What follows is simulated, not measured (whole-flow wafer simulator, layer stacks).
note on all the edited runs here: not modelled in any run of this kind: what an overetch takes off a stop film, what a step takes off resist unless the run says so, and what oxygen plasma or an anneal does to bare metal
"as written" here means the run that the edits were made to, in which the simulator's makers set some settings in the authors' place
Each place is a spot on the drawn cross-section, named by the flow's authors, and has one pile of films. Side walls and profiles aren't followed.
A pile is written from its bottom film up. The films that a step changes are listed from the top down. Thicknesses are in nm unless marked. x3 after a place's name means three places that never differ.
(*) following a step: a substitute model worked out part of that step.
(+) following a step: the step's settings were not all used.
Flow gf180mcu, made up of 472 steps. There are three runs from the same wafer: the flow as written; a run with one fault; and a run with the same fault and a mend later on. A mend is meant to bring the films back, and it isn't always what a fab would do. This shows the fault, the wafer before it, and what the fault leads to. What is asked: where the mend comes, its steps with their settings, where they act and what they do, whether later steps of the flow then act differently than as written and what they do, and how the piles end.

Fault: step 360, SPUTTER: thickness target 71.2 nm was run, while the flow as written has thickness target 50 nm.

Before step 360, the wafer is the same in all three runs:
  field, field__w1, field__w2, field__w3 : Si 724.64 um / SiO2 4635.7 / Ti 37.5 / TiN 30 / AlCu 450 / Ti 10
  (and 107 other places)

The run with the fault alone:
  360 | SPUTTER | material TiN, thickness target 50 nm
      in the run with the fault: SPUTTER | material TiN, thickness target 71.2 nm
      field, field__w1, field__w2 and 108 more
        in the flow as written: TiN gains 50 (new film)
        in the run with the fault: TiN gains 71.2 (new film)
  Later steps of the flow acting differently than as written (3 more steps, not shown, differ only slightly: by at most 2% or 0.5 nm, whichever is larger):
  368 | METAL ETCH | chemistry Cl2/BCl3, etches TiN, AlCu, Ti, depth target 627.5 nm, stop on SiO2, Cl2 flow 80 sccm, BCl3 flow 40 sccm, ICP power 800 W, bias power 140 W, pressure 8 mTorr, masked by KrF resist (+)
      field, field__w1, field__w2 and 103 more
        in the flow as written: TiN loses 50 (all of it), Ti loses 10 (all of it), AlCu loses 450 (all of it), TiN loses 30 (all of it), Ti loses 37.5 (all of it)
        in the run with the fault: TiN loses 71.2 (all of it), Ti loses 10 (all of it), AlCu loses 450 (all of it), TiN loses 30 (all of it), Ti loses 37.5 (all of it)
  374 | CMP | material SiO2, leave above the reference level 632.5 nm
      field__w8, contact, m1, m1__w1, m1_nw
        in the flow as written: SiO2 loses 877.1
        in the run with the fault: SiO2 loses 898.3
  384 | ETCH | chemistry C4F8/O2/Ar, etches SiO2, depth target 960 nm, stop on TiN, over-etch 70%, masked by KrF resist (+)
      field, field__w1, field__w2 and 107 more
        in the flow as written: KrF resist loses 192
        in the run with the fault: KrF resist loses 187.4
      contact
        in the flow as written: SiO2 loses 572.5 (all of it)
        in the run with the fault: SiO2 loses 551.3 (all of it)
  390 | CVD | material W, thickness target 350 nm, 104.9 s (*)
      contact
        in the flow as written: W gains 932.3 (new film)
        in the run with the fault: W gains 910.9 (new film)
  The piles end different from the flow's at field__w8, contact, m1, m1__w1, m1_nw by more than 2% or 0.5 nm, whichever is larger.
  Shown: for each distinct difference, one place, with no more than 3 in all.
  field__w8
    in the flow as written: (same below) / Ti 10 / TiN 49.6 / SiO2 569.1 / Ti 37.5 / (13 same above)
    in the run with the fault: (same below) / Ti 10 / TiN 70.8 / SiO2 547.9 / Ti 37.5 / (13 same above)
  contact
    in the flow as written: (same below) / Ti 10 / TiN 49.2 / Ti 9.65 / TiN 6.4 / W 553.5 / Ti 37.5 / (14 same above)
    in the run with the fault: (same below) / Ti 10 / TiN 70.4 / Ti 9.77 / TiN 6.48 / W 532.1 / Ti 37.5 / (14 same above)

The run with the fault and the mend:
  After step 367 comes the mend.
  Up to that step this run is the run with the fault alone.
  368 | METAL ETCH | chemistry Cl2/BCl3, etches TiN, AlCu, Ti, depth target 648.7 nm, stop on SiO2, Cl2 flow 80 sccm, BCl3 flow 40 sccm, ICP power 800 W, bias power 140 W, pressure 8 mTorr, masked by KrF resist (+) (the flow's step 368, as written with depth target 627.5 nm)
      field, field__w1, field__w2 and 103 more
        TiN loses 71.2 (all of it), Ti loses 10 (all of it), AlCu loses 450 (all of it), TiN loses 30 (all of it), Ti loses 37.5 (all of it)
      field__w8, contact, m1, m1__w1, m1_nw
        KrF resist loses 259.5
  Later steps of the flow acting differently than as written (4 more steps, not shown, differ only slightly: by at most 2% or 0.5 nm, whichever is larger):
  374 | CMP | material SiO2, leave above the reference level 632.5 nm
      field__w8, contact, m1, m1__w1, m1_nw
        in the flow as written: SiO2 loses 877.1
        in the run with the mend: SiO2 loses 898.3
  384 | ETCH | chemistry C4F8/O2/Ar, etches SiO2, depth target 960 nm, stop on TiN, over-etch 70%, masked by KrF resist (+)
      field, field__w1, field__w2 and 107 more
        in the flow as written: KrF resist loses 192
        in the run with the mend: KrF resist loses 187.4
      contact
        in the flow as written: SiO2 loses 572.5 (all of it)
        in the run with the mend: SiO2 loses 551.3 (all of it)
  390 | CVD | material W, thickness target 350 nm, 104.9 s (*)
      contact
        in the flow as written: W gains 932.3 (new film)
        in the run with the mend: W gains 910.9 (new film)
  The piles end different from the flow's at field__w8, contact, m1, m1__w1, m1_nw by more than 2% or 0.5 nm, whichever is larger.
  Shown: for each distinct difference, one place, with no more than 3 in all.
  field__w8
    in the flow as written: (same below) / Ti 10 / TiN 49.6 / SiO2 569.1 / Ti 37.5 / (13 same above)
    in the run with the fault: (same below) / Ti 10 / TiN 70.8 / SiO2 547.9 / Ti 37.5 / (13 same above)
    in the run with the mend: (same below) / Ti 10 / TiN 70.8 / SiO2 547.9 / Ti 37.5 / (13 same above)
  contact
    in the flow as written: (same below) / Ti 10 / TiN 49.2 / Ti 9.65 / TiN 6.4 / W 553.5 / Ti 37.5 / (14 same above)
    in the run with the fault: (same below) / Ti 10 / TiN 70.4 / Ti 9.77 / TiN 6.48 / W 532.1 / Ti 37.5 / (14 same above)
    in the run with the mend: (same below) / Ti 10 / TiN 70.4 / Ti 9.77 / TiN 6.48 / W 532.1 / Ti 37.5 / (14 same above)
